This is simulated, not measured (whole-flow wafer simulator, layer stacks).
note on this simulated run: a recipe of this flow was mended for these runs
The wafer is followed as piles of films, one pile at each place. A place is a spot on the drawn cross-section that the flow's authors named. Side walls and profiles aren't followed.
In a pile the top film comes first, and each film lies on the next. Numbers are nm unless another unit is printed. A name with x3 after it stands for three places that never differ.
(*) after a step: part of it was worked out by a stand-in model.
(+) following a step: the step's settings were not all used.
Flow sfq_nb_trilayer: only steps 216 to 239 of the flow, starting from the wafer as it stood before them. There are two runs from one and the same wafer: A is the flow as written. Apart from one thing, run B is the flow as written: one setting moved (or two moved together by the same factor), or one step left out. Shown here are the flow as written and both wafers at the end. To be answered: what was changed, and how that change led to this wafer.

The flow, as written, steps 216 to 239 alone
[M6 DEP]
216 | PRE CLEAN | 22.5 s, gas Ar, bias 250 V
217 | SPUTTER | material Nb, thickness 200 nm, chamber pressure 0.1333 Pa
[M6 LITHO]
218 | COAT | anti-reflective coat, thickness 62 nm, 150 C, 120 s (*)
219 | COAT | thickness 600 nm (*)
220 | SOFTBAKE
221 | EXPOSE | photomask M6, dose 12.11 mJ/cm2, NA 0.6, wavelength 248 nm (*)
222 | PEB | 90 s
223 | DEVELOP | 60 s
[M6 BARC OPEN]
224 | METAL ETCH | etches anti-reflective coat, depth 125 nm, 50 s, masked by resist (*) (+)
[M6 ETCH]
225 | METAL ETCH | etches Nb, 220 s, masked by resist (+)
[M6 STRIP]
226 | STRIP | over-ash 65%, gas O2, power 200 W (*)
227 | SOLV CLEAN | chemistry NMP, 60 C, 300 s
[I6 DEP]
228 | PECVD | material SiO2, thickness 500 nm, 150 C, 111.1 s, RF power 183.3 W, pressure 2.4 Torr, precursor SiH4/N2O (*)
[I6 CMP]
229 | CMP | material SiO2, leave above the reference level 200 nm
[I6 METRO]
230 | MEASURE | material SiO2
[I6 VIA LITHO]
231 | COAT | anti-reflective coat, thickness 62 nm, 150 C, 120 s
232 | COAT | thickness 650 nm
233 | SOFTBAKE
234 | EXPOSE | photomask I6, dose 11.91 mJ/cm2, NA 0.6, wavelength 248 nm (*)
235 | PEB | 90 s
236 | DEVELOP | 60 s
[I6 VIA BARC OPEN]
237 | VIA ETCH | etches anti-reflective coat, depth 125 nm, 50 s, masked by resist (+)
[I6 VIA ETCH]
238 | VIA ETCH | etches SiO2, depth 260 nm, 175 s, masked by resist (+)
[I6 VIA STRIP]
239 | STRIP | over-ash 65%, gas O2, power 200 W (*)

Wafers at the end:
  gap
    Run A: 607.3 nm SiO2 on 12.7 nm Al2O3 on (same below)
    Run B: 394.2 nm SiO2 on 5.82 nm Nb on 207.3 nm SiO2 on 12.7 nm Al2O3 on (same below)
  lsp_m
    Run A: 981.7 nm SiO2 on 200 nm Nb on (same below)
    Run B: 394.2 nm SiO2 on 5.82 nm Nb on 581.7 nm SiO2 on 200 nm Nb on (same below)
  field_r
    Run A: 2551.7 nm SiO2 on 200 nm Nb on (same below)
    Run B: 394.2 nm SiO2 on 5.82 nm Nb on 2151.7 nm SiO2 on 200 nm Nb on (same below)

Cause: step 225, METAL ETCH: 178 s was run, while the flow as written has 220 s.

Step by step, how the change led to this:
  225 | METAL ETCH | etches Nb, 220 s, masked by resist (+)
      field_l, gap, moat and 76 more: A Nb loses 200 (all of it), SiO2 loses 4 | B Nb loses 194.2
      v_sur, via_wl, via_w and 24 more: A KrF-resist-other-grade loses 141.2 | B KrF-resist-other-grade loses 114.2
  226 | STRIP | over-ash 65%, gas O2, power 200 W (*)
      m6r_line_l x2: A KrF-resist-other-grade loses 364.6 (all of it), anti-reflective coat loses 62 (all of it) | B KrF-resist-other-grade loses 391.6 (all of it), anti-reflective coat loses 62 (all of it)
      v_sur: A KrF-resist-other-grade loses 363.8 (all of it), anti-reflective coat loses 62.2 (all of it) | B KrF-resist-other-grade loses 390.8 (all of it), anti-reflective coat loses 62.2 (all of it)
      (and at 24 other places as well)
  228 | PECVD | material SiO2, thickness 500 nm, 150 C, 111.1 s, RF power 183.3 W, pressure 2.4 Torr, precursor SiH4/N2O (*)
      field_l, p4_fl x5, p4_w1 x9 and 50 more: A SiO2 gains 500 | B SiO2 gains 500 (new film)
      moat, field_r, lsp_l, ln_m5, lsp_m: A SiO2 gains 493.5 | B SiO2 gains 493.8 (new film)
      (and at 9 other places as well)
  229 | CMP | material SiO2, leave above the reference level 200 nm
      field_l, p4_fl x5, p4_w1 x9 and 47 more: A SiO2 loses 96 | B SiO2 loses 105.8
      moat, field_r, lsp_l, ln_m5, lsp_m: A SiO2 loses 89.5 | B SiO2 loses 99.6
      (and at 8 other places as well)
Taking metal films that touch as one body, gap has 3 bodies (between them, from the top down: SiO2 207.3 / Al2O3 12.7 / Nb2O5 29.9; SiO2 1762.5); the flow as written gives 2 bodies (between them, from the top down: SiO2 1762.5).
Taking metal films that touch as one body, lsp_m has 3 bodies (between them, from the top down: SiO2 581.7; SiO2 1370); the flow as written gives 2 bodies (between them, from the top down: SiO2 1370).
Taking metal films that touch as one body, field_r has 2 bodies (between them, from the top down: SiO2 2151.7); the flow as written gives 1 body.
